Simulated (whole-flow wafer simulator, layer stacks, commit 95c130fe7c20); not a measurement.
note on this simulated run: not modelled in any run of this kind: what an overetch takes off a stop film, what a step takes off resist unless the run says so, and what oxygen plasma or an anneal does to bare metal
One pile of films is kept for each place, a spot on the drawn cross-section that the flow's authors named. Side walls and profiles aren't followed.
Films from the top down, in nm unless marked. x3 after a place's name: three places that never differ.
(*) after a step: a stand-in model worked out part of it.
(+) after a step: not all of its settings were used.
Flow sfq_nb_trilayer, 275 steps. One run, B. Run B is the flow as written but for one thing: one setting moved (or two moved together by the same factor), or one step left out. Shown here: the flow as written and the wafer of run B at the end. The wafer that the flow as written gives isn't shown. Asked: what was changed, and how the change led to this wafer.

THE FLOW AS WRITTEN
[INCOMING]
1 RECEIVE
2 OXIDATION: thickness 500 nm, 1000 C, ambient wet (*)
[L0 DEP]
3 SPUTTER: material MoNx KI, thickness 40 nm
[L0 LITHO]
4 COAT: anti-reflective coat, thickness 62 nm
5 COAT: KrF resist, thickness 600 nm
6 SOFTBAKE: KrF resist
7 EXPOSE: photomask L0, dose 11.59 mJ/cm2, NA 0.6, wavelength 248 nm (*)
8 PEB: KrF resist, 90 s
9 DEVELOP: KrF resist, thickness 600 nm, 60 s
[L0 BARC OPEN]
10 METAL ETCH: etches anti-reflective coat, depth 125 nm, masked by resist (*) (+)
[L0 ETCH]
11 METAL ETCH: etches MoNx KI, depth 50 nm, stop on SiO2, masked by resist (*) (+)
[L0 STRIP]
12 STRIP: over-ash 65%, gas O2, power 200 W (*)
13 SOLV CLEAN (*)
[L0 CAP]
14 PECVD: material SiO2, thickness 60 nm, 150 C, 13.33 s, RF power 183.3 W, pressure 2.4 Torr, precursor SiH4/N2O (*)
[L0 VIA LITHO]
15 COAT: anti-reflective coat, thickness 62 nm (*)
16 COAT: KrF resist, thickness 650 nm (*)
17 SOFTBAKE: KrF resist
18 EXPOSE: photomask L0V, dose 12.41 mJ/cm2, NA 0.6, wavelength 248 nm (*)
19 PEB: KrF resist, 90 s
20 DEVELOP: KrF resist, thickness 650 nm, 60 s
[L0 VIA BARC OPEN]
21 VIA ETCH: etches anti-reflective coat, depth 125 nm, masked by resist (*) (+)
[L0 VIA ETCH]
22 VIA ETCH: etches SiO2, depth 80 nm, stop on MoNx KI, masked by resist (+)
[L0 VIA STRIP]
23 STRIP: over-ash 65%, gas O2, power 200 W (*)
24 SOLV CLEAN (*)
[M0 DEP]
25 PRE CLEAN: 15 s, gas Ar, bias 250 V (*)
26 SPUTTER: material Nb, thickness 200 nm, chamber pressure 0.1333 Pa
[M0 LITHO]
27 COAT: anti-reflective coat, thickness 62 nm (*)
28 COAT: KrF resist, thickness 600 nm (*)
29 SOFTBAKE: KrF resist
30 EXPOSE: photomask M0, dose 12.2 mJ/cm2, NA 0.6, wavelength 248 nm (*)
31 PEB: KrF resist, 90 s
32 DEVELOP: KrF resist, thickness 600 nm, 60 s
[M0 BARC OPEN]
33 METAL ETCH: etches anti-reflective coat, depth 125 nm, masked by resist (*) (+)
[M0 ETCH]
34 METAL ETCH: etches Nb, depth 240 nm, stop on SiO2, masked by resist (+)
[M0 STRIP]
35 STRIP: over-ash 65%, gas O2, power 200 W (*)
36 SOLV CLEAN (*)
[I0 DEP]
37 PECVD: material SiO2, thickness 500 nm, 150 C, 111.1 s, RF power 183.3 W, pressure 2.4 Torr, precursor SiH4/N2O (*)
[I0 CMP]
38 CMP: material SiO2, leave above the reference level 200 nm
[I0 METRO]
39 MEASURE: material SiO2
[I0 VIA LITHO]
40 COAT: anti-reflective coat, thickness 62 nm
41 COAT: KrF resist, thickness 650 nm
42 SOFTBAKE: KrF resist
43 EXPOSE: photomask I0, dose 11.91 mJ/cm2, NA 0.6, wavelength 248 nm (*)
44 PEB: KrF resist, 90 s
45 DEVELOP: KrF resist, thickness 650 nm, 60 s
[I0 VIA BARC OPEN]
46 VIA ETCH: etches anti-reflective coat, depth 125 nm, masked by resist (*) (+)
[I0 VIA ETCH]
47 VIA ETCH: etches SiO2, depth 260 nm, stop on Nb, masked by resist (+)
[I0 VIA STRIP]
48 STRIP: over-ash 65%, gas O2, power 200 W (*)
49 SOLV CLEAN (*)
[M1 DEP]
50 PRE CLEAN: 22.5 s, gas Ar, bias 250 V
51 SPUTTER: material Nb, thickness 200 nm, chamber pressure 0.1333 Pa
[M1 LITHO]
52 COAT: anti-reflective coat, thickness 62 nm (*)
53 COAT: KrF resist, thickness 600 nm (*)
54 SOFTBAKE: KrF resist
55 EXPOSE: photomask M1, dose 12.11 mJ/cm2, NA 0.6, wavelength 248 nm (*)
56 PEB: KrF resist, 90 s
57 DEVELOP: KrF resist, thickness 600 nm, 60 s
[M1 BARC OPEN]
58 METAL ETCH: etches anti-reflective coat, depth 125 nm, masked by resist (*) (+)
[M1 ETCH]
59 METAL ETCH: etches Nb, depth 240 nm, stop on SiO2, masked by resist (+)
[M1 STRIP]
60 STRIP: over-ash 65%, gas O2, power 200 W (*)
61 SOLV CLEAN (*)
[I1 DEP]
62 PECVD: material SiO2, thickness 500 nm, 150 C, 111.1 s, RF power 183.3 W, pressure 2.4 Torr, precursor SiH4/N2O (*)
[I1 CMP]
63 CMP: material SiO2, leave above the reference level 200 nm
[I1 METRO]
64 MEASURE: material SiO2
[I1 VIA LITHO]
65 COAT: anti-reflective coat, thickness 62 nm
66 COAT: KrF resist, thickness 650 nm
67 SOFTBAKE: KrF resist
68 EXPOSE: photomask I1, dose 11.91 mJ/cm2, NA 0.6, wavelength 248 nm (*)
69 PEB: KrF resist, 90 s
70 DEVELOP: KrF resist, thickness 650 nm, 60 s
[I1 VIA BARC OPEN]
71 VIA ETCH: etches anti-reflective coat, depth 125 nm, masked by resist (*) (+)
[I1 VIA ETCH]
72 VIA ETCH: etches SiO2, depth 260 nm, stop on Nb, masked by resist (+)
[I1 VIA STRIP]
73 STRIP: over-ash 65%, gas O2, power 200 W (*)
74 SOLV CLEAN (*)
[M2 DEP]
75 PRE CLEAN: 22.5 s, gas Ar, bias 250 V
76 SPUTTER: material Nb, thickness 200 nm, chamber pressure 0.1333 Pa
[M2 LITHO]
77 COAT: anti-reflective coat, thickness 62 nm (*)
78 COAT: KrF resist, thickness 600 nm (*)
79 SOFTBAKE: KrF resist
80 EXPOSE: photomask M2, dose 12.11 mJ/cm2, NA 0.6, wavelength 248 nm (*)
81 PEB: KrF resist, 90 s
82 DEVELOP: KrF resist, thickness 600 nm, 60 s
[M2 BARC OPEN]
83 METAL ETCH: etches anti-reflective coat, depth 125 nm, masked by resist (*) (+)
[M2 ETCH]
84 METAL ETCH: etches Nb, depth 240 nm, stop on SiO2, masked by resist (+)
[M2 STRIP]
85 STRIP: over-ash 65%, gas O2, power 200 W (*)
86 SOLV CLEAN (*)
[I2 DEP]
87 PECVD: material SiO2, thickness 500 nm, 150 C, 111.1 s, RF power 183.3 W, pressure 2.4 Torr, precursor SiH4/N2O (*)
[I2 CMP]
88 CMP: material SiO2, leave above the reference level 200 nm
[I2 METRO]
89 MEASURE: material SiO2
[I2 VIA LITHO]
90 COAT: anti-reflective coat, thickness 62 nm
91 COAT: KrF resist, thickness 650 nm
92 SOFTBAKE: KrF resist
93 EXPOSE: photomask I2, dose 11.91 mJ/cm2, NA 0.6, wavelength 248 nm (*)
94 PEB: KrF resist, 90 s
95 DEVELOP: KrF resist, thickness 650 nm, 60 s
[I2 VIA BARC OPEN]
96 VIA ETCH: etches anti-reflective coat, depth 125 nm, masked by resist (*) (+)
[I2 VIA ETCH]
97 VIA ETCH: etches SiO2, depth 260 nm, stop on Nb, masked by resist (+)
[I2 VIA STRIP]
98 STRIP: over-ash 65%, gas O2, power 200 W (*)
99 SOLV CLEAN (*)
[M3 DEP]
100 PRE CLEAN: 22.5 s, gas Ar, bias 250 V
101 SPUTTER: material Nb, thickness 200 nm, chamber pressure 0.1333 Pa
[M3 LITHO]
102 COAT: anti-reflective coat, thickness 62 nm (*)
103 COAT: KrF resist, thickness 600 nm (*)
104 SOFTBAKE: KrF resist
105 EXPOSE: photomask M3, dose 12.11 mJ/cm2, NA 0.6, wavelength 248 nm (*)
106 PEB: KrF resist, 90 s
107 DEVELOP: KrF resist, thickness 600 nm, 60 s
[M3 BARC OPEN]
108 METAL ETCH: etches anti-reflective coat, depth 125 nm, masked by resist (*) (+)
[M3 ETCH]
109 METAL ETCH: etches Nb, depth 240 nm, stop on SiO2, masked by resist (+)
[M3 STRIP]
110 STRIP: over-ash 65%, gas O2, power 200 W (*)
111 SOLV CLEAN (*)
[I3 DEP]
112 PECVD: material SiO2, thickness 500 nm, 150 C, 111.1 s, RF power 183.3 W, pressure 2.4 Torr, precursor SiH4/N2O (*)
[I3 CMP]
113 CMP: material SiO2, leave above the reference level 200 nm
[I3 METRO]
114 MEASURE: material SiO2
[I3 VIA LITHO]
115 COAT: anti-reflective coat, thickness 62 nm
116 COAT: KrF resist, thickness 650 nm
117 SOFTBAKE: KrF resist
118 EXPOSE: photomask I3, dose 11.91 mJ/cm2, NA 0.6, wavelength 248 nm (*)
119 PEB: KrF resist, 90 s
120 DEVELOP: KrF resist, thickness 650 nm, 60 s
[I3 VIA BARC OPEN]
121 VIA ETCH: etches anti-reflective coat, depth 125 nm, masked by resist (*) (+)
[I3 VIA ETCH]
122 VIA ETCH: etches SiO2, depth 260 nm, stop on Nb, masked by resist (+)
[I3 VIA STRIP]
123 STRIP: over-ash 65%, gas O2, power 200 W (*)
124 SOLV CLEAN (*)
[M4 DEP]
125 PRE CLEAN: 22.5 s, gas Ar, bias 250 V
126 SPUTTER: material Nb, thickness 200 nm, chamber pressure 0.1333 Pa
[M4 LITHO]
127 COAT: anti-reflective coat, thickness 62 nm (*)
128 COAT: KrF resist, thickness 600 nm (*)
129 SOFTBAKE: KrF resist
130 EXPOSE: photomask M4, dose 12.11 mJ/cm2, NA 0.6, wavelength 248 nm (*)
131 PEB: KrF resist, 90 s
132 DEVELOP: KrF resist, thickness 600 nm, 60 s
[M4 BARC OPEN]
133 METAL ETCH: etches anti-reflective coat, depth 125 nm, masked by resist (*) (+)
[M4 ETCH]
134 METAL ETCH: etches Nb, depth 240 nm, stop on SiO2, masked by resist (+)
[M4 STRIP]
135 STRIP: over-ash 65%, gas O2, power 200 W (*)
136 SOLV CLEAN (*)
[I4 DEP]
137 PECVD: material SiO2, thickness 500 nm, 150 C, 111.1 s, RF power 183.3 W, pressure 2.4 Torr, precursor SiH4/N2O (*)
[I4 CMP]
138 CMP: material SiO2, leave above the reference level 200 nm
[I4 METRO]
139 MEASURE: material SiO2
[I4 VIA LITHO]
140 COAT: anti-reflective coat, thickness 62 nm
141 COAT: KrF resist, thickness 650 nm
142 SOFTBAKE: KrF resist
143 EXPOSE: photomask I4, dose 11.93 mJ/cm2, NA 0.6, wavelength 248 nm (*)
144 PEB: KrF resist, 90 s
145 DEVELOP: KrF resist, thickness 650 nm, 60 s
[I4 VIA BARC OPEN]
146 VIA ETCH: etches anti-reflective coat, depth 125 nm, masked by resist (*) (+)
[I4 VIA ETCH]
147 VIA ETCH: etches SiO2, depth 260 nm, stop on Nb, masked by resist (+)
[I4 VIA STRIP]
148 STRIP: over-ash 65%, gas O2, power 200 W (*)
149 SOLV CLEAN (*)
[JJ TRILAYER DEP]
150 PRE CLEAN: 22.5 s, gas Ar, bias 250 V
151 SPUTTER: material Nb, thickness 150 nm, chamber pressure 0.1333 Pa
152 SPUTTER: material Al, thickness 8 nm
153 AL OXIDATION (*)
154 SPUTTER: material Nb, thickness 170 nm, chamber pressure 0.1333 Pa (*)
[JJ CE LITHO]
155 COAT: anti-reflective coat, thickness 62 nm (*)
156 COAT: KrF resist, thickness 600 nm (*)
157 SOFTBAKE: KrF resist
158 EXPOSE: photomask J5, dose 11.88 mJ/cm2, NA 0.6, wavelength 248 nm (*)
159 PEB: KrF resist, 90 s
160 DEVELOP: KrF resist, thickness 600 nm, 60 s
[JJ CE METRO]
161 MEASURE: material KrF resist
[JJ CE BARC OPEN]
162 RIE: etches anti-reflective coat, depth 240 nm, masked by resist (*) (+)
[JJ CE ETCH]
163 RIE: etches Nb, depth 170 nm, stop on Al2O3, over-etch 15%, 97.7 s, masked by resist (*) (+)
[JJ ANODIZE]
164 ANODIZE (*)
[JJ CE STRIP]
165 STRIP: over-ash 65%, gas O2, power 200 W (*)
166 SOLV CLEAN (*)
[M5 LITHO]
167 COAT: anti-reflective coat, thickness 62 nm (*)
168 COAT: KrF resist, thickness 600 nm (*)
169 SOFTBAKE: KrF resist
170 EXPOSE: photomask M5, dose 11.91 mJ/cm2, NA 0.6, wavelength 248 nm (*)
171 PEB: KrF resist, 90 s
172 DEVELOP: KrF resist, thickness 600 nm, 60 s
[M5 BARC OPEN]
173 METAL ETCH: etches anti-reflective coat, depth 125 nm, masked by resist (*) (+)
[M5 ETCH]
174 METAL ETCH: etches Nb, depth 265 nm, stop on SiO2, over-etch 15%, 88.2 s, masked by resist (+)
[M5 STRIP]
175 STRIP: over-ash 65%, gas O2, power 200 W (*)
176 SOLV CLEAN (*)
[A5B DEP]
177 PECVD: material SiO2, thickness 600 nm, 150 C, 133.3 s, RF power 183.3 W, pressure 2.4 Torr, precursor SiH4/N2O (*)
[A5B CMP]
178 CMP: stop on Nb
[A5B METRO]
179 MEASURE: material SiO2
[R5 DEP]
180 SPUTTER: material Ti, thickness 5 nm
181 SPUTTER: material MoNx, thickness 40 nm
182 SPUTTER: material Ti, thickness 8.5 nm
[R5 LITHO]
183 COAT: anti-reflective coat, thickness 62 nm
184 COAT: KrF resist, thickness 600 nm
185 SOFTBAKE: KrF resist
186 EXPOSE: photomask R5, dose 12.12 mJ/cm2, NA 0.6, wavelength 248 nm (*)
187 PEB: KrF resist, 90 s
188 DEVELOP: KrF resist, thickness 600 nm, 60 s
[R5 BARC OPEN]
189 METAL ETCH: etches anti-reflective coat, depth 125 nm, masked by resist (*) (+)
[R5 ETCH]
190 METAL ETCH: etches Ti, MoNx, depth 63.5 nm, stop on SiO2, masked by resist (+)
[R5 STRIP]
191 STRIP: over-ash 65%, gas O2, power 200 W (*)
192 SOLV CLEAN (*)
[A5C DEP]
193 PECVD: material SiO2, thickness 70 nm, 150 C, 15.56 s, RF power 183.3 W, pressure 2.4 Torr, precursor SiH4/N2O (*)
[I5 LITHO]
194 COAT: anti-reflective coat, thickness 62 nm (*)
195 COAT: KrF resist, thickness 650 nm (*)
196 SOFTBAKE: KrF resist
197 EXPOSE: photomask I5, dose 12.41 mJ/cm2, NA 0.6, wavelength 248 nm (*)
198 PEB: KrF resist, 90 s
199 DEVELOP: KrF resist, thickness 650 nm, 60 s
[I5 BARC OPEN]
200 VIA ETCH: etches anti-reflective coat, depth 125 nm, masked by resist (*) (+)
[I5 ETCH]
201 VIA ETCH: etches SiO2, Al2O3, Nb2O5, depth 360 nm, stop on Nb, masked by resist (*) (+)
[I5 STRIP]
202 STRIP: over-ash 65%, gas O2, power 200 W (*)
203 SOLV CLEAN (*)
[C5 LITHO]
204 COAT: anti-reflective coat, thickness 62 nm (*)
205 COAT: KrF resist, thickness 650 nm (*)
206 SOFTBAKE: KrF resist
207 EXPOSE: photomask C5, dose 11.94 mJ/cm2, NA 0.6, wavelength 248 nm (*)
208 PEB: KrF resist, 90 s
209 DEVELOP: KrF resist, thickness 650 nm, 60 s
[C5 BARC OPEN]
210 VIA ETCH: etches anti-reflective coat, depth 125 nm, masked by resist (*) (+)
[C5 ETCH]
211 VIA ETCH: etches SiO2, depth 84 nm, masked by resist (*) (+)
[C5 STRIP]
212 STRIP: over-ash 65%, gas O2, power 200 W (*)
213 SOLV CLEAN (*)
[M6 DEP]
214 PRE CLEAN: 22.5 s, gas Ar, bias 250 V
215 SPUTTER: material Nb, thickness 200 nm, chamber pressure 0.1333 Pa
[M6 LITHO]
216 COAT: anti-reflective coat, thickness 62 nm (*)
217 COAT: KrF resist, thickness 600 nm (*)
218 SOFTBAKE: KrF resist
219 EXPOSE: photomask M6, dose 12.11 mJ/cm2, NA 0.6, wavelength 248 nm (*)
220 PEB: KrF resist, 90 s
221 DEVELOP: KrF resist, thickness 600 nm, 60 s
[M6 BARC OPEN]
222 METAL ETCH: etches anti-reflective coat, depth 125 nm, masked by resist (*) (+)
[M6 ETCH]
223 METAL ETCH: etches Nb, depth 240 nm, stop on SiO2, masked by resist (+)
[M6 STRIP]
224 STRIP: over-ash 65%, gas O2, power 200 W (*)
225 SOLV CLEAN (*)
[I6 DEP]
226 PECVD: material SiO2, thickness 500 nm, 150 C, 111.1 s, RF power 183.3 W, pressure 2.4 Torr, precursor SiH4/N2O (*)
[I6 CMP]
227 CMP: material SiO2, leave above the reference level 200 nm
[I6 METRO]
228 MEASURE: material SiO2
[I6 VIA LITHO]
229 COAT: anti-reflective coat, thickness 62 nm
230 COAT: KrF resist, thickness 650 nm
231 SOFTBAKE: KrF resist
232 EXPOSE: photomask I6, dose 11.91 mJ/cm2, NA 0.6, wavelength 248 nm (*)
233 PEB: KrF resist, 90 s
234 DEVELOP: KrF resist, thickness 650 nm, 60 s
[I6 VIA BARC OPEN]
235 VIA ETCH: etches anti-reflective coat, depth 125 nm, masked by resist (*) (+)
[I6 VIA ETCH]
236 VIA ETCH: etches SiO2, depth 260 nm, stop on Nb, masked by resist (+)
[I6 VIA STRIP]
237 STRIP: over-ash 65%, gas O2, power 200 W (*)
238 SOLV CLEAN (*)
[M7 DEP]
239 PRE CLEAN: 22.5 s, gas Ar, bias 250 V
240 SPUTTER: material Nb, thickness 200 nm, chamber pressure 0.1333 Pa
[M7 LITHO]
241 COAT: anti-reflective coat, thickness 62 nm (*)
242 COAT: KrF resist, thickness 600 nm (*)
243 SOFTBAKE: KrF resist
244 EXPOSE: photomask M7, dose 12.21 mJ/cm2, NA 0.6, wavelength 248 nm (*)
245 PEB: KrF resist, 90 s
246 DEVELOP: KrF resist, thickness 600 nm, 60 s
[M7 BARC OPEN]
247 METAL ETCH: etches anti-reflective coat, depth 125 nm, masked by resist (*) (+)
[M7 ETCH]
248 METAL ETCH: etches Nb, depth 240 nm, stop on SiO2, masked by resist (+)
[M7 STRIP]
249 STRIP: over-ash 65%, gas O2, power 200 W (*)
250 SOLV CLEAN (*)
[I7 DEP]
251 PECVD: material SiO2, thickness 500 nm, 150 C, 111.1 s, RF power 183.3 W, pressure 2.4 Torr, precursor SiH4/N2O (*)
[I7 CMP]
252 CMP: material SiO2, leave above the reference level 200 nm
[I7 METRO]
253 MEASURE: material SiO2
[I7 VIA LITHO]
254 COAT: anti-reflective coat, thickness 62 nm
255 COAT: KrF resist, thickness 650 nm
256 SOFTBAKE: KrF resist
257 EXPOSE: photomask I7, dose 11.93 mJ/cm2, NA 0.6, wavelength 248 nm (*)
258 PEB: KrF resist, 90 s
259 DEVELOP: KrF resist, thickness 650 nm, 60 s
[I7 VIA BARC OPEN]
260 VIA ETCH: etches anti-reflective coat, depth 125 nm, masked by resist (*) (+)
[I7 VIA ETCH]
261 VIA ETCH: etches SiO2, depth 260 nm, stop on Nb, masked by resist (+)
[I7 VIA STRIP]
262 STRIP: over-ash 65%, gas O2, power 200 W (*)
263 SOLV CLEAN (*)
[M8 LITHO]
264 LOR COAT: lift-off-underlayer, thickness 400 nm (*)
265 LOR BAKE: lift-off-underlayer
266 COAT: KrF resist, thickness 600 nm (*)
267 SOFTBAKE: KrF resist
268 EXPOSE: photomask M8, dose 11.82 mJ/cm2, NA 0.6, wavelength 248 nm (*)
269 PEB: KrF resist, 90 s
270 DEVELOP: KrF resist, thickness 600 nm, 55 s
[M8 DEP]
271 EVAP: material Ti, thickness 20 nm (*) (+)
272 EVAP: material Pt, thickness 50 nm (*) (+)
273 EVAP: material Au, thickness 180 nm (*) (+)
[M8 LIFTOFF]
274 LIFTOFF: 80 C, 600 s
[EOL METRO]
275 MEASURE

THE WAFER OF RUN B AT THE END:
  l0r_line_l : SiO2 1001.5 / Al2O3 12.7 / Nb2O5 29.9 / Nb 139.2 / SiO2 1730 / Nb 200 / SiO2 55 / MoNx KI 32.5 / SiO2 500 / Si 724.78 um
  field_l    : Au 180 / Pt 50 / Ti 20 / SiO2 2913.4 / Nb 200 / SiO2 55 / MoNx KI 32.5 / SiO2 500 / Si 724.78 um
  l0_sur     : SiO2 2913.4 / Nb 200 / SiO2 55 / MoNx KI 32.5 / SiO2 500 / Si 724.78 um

The cause: step 3, SPUTTER: thickness 32.5 nm was run, where the flow has thickness 40 nm.
It can be read off the wafer: l0r_line_l has MoNx KI 32.5, and step 3 as written asks for 40 nm.

How the change led to this, step by step:
  3 SPUTTER: material MoNx KI, thickness 40 nm
      field_l, v_sur, via_wl and 103 more: MoNx KI +32.5 (new film) (as written it would be: MoNx KI +40 (new film))
  11 METAL ETCH: etches MoNx KI, depth 50 nm, stop on SiO2, masked by resist (*) (+)
      v_sur, via_wl, via_w and 97 more: MoNx KI -32.5 (all of it) (as written it would be: MoNx KI -40 (all of it))
      field_l, l0_sur, l0v, l0r_line_l, l0r_line_c, l0r_line_r: KrF resist -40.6 (as written it would be: KrF resist -41.7)
  15 COAT: anti-reflective coat, thickness 62 nm (*)
      v_sur: anti-reflective coat +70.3 (new film) (as written it would be: anti-reflective coat +72.2 (new film))
      l0_sur: anti-reflective coat +55.5 (new film) (as written it would be: anti-reflective coat +54.2 (new film))
      (and at 1 more place)
  23 STRIP: over-ash 65%, gas O2, power 200 W (*)
      v_sur: KrF resist -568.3 (all of it), anti-reflective coat -70.3 (all of it) (as written it would be: KrF resist -570.5 (all of it), anti-reflective coat -72.2 (all of it))
      l0_sur: KrF resist -554.2 (all of it), anti-reflective coat -55.5 (all of it) (as written it would be: KrF resist -552.8 (all of it), anti-reflective coat -54.2 (all of it))
      (and at 1 more place)
  27 COAT: anti-reflective coat, thickness 62 nm (*)
      v_sur: anti-reflective coat +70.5 (new film) (as written it would be: anti-reflective coat +72.3 (new film))
      l0_sur: anti-reflective coat +48.5 (new film) (as written it would be: anti-reflective coat +47.5 (new film))
      (and at 1 more place)
  35 STRIP: over-ash 65%, gas O2, power 200 W (*)
      v_sur: KrF resist -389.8 (all of it), anti-reflective coat -70.5 (all of it) (as written it would be: KrF resist -391.6 (all of it), anti-reflective coat -72.3 (all of it))
      l0_sur: KrF resist -373.8 (all of it), anti-reflective coat -48.5 (all of it) (as written it would be: KrF resist -372 (all of it), anti-reflective coat -47.5 (all of it))
      (and at 1 more place)
  38 CMP: material SiO2, leave above the reference level 200 nm
      field_l, l0_sur, l0r_line_l, l0r_line_c, l0r_line_r: SiO2 -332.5 (as written it would be: SiO2 -340)
      l0v: SiO2 -270.3 (as written it would be: SiO2 -277.8)
